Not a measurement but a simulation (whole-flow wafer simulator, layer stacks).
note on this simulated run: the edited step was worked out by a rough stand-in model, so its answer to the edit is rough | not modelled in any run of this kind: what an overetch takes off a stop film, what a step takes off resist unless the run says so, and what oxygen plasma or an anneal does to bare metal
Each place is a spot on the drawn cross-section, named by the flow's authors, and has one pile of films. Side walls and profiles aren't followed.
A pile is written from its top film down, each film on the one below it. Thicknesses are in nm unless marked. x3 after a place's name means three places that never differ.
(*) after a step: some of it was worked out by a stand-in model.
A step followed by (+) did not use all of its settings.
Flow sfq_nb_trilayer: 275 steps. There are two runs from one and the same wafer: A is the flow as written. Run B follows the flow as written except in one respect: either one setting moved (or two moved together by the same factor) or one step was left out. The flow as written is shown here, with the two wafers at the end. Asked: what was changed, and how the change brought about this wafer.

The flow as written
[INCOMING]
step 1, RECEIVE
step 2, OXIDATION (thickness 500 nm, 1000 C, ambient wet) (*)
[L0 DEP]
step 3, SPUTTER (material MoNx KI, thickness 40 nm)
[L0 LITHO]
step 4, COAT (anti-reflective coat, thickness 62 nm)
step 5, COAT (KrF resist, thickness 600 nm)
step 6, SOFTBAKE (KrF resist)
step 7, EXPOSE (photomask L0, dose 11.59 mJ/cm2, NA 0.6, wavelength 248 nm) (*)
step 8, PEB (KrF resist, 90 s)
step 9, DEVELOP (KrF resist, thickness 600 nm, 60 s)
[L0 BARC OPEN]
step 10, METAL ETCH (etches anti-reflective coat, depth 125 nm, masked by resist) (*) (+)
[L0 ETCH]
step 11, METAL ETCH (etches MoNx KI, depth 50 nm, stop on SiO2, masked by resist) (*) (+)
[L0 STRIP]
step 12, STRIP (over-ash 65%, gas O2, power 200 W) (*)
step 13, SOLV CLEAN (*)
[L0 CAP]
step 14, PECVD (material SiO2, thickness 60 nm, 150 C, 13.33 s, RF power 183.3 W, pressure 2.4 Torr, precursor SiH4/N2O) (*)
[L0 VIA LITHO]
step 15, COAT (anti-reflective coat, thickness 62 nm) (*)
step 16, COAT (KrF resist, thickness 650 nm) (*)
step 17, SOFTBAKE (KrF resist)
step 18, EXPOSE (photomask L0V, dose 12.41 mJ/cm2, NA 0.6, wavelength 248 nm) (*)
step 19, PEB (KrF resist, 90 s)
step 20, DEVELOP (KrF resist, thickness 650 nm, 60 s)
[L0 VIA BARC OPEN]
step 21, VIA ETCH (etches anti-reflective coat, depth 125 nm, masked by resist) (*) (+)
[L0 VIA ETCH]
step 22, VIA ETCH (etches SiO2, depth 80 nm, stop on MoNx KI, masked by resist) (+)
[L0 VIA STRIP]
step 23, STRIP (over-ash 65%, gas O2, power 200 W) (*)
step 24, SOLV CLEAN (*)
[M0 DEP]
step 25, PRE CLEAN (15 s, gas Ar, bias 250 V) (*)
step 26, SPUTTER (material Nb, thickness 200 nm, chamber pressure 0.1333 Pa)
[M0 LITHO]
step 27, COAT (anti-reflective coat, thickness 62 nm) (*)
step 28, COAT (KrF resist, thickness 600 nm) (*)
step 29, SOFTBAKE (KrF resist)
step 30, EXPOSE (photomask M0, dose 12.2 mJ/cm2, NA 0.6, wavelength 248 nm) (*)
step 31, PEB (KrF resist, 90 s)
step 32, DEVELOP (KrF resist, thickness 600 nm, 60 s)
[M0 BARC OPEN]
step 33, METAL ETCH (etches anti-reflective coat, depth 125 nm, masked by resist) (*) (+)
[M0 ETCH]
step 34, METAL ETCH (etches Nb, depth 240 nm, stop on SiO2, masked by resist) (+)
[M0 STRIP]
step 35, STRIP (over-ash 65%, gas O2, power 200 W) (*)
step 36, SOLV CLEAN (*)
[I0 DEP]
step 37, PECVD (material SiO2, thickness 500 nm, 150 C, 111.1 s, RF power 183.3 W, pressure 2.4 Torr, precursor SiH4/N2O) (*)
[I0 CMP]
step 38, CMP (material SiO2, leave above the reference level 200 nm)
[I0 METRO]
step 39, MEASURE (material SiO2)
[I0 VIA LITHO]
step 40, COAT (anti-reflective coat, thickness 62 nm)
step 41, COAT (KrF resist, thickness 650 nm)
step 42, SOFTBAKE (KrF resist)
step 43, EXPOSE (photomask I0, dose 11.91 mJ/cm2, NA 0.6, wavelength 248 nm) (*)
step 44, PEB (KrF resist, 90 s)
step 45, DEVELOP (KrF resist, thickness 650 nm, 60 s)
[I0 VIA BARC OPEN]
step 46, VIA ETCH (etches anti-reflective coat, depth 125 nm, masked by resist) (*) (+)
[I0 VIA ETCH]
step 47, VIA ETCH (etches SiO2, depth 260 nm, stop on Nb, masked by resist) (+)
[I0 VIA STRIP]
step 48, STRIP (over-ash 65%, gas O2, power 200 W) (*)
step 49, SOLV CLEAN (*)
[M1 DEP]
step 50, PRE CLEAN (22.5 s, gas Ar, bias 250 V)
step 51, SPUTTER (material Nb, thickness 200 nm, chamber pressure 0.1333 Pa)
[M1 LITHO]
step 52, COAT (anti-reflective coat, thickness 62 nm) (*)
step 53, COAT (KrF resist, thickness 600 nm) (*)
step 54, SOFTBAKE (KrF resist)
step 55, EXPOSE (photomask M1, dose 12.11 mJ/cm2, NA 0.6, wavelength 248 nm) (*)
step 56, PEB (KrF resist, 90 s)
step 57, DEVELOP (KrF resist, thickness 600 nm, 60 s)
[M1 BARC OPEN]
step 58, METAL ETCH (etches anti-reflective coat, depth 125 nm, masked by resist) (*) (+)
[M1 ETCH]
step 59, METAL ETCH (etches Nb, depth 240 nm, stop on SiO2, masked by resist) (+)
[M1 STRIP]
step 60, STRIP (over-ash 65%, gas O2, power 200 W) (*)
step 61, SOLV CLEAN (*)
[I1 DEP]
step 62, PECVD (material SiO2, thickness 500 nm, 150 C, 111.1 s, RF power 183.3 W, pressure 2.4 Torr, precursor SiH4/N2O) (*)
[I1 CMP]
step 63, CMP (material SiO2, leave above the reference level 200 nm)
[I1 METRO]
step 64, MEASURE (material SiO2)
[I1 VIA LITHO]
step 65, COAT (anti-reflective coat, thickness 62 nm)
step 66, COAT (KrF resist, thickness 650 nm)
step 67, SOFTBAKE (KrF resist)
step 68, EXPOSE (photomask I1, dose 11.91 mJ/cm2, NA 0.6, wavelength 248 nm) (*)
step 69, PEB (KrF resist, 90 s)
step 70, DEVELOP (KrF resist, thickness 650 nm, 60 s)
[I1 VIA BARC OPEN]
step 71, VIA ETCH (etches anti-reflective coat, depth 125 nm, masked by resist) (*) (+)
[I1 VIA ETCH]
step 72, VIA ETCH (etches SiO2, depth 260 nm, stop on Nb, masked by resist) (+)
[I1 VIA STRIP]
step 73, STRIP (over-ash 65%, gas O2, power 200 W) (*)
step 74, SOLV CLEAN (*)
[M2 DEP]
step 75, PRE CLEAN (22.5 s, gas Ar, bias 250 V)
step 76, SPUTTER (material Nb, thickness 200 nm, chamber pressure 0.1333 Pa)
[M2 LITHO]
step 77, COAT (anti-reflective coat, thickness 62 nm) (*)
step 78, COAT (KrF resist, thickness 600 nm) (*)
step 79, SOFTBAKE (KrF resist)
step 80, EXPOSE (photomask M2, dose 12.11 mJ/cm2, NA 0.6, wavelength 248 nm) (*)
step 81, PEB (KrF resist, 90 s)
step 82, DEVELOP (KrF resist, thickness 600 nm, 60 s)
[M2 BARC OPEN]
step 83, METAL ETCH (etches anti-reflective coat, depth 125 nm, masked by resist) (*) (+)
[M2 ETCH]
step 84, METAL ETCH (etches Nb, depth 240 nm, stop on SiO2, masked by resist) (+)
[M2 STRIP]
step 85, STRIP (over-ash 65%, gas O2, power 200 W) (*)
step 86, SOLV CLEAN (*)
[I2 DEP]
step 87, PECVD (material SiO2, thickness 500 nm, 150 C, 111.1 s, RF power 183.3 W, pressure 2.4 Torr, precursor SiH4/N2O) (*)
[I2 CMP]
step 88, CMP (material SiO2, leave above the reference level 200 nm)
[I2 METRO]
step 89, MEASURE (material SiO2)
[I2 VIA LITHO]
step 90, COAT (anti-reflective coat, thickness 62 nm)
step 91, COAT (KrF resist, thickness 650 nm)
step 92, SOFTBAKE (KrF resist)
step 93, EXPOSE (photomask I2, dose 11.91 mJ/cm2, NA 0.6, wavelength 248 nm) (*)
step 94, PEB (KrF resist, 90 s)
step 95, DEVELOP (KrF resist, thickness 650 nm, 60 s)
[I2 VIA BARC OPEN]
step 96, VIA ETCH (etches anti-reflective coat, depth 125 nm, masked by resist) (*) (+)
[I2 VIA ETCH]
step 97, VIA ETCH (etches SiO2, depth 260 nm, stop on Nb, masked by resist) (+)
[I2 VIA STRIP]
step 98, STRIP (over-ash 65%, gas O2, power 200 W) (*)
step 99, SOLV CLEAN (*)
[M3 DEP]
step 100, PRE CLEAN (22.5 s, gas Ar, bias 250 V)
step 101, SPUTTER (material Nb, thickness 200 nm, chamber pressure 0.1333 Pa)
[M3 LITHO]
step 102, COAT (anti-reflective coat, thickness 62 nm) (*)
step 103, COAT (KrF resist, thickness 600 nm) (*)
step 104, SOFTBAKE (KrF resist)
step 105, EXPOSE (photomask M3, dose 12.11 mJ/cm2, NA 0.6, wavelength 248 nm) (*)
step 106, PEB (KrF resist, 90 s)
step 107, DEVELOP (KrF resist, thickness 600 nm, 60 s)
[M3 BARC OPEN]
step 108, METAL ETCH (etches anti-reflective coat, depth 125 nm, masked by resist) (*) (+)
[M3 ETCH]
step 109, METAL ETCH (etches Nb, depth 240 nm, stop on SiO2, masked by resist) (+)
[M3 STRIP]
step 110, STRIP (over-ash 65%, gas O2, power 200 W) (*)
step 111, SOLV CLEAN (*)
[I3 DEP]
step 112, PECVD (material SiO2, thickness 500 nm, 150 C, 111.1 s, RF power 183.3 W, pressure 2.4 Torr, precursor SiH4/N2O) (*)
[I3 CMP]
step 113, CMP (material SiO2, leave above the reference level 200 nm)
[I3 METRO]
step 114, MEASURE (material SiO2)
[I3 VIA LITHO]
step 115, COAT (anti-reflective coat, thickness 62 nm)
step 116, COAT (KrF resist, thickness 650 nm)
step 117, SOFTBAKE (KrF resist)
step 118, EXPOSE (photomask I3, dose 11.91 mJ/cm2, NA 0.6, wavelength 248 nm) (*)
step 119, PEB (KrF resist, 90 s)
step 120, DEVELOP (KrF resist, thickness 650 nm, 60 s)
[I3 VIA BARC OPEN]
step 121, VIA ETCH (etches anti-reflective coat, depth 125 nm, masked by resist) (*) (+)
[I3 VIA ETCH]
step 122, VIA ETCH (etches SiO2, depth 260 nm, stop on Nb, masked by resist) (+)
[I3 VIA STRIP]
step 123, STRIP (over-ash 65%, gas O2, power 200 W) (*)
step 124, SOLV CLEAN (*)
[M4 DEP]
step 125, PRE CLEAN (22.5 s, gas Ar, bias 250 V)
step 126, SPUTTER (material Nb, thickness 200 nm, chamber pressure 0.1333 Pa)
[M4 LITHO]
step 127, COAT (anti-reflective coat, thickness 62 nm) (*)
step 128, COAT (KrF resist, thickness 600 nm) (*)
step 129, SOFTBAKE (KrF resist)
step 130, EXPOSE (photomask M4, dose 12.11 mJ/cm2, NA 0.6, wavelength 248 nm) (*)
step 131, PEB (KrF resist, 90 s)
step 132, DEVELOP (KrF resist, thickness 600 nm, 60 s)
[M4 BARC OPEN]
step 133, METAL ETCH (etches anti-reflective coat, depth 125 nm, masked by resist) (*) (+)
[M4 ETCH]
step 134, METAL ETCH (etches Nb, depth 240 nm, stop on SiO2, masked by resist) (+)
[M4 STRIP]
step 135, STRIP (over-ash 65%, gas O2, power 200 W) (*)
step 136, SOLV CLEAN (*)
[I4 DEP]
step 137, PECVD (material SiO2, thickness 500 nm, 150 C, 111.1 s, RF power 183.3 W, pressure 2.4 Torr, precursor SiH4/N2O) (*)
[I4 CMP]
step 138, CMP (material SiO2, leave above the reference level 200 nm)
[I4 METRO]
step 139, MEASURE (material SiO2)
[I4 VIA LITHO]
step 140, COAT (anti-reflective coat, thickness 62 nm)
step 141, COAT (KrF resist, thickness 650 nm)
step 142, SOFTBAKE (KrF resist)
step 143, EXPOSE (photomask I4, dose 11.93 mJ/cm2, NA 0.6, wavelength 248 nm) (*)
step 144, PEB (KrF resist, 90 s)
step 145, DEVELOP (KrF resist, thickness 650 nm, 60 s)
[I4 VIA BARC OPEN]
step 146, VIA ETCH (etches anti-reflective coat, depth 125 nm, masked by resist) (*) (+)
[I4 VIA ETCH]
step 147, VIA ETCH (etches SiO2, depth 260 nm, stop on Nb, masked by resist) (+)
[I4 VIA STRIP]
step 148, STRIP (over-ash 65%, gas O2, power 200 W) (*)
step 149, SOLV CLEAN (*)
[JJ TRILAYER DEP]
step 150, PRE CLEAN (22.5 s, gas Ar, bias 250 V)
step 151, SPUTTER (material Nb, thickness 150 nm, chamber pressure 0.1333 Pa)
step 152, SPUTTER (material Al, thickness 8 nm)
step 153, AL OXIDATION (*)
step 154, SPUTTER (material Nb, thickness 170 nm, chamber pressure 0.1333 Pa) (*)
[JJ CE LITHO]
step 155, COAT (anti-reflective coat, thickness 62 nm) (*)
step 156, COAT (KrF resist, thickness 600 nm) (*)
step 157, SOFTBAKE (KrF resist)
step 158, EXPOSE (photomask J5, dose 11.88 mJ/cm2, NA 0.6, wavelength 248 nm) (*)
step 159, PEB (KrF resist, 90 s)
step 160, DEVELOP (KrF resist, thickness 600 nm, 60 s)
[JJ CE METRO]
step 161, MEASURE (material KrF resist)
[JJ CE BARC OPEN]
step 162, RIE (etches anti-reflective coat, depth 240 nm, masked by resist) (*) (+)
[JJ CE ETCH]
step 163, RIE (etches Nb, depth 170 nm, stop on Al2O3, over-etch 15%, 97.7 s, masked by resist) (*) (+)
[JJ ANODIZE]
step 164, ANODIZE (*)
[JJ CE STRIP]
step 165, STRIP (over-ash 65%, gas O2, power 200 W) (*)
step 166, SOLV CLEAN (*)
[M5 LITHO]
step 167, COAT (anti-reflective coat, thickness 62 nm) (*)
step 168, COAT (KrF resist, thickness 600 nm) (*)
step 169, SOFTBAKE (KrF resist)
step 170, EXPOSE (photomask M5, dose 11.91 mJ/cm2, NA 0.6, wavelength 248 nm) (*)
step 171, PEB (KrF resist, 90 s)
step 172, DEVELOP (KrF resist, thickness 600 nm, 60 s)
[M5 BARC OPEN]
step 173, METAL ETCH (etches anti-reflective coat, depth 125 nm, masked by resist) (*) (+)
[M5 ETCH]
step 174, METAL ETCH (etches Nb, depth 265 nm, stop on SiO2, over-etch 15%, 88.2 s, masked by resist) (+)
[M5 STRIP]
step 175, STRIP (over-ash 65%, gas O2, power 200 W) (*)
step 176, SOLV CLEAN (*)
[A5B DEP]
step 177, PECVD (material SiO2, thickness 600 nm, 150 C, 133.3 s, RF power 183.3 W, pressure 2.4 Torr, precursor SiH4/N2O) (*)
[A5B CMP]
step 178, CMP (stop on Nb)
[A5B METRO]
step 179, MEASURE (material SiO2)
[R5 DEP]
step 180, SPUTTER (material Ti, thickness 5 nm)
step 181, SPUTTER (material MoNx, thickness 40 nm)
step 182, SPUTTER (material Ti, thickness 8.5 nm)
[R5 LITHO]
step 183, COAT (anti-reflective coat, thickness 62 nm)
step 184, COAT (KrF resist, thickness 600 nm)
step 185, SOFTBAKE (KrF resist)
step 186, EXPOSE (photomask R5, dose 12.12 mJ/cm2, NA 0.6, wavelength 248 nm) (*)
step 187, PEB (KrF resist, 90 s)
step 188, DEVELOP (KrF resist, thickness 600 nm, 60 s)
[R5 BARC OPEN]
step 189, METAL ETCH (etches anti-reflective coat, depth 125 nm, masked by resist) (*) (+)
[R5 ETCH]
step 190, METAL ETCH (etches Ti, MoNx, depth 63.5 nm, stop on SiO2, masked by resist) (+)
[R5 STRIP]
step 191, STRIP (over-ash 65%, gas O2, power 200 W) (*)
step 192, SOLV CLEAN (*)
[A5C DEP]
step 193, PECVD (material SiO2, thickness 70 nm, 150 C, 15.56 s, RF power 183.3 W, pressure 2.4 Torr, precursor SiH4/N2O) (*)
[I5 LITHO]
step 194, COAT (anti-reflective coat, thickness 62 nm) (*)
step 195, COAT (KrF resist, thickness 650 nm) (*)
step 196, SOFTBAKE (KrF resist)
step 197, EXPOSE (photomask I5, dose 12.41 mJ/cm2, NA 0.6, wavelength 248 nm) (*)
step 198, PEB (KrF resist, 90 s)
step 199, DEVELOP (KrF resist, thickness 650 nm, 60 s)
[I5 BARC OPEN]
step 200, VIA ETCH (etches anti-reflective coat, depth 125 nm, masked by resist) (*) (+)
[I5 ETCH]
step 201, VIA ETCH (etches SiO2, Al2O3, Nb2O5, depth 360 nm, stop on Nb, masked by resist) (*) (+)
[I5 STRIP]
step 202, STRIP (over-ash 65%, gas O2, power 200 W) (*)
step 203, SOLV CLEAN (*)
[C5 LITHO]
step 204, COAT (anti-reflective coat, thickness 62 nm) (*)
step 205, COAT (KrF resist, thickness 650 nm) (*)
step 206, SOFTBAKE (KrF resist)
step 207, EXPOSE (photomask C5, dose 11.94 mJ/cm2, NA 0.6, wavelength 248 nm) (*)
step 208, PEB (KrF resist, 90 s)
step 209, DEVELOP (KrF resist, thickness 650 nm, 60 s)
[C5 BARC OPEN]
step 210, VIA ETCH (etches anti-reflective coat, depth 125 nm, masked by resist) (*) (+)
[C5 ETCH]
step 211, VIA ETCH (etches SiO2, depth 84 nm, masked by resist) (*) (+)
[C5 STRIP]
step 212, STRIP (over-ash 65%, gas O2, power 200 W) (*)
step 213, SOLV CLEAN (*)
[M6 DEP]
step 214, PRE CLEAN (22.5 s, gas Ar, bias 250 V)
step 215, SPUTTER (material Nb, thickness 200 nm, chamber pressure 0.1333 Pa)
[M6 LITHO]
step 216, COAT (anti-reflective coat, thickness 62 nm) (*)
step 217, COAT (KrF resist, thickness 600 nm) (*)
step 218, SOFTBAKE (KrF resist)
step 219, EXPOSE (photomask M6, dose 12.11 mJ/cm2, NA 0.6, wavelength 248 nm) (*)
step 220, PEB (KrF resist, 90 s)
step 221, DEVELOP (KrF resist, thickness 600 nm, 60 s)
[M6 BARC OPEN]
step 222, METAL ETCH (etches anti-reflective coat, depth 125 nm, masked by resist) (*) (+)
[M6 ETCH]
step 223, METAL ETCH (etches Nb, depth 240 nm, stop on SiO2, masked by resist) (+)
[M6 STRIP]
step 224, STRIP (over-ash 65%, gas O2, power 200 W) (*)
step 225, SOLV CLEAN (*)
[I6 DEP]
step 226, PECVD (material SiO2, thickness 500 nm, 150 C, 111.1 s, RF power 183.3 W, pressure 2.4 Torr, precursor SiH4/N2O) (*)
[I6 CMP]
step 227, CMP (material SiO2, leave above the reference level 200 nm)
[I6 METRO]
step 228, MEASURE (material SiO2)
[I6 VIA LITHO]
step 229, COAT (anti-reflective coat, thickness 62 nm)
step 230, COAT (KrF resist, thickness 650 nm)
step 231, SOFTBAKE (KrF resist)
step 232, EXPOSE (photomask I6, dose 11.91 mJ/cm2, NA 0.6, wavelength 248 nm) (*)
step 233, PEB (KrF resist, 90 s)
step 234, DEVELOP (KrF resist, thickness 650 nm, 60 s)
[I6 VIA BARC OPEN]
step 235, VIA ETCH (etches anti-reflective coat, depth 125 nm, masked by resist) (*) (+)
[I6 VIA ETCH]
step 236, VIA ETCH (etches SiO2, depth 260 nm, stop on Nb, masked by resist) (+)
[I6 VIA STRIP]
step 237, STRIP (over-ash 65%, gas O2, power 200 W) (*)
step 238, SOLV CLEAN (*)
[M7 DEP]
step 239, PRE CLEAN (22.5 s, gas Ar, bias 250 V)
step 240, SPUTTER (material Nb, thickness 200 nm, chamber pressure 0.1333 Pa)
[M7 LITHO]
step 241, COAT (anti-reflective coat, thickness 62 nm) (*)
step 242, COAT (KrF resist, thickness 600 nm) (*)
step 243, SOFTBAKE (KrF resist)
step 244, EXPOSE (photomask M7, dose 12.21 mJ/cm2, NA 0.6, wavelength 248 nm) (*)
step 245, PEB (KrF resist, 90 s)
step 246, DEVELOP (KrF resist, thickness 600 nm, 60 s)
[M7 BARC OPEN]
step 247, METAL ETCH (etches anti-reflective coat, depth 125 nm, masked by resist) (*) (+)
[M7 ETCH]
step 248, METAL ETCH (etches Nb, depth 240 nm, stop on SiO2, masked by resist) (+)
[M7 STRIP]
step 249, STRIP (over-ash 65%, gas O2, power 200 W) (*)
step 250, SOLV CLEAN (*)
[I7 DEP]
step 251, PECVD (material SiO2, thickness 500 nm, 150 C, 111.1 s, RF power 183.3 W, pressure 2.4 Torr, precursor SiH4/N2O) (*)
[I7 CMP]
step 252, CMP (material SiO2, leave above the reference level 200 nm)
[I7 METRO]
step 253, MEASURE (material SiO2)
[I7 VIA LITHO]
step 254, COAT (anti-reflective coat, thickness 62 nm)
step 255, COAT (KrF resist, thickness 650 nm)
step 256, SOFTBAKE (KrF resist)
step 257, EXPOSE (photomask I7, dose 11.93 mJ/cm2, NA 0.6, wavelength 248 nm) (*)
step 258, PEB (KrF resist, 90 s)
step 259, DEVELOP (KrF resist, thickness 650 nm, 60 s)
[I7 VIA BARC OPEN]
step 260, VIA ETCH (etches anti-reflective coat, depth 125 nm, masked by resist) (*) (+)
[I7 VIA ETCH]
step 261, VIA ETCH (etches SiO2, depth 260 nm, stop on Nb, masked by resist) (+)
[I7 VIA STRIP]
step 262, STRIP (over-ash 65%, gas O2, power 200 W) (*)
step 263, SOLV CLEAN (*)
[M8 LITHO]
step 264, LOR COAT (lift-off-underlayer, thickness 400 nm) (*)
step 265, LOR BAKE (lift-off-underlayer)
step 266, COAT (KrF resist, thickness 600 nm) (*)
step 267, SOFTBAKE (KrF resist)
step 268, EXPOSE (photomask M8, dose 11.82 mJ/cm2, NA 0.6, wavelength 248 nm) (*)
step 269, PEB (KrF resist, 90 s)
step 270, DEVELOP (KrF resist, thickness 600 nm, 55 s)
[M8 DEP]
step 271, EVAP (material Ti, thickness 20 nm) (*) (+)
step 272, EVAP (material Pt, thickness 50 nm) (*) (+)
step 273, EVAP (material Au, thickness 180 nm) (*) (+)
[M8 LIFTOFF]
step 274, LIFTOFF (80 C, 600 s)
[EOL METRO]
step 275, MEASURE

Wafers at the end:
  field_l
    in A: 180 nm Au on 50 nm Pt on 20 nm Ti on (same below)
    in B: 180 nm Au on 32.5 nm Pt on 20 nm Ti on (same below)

The reason: step 272, EVAP: thickness 32.5 nm was run, whereas the flow has thickness 50 nm.
One can read it off the wafer: field_l has Pt 32.5, and step 272 as written asks for 50 nm.

How this came from the change, step by step:
  step 272, EVAP (material Pt, thickness 50 nm) (*) (+)
      field_l, v_sur, via_wl and 103 more: A Pt gains 50 (new film) | B Pt gains 32.5 (new film)
  step 274, LIFTOFF (80 C, 600 s)
      p4_fl, p4_fm, p4_w1 and 71 more: A Au loses 180 (all of it), Pt loses 50 (all of it), Ti loses 20 (all of it), KrF resist loses 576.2 (all of it), lift-off-underlayer loses 400 (all of it) | B Au loses 180 (all of it), Pt loses 32.5 (all of it), Ti loses 20 (all of it), KrF resist loses 576.2 (all of it), lift-off-underlayer loses 400 (all of it)
      c5j, ce_r: A Au loses 180 (all of it), Pt loses 50 (all of it), Ti loses 20 (all of it), KrF resist loses 573.3 (all of it), lift-off-underlayer loses 399.3 (all of it) | B Au loses 180 (all of it), Pt loses 32.5 (all of it), Ti loses 20 (all of it), KrF resist loses 573.3 (all of it), lift-off-underlayer loses 399.3 (all of it)
      (also at 19 further places)
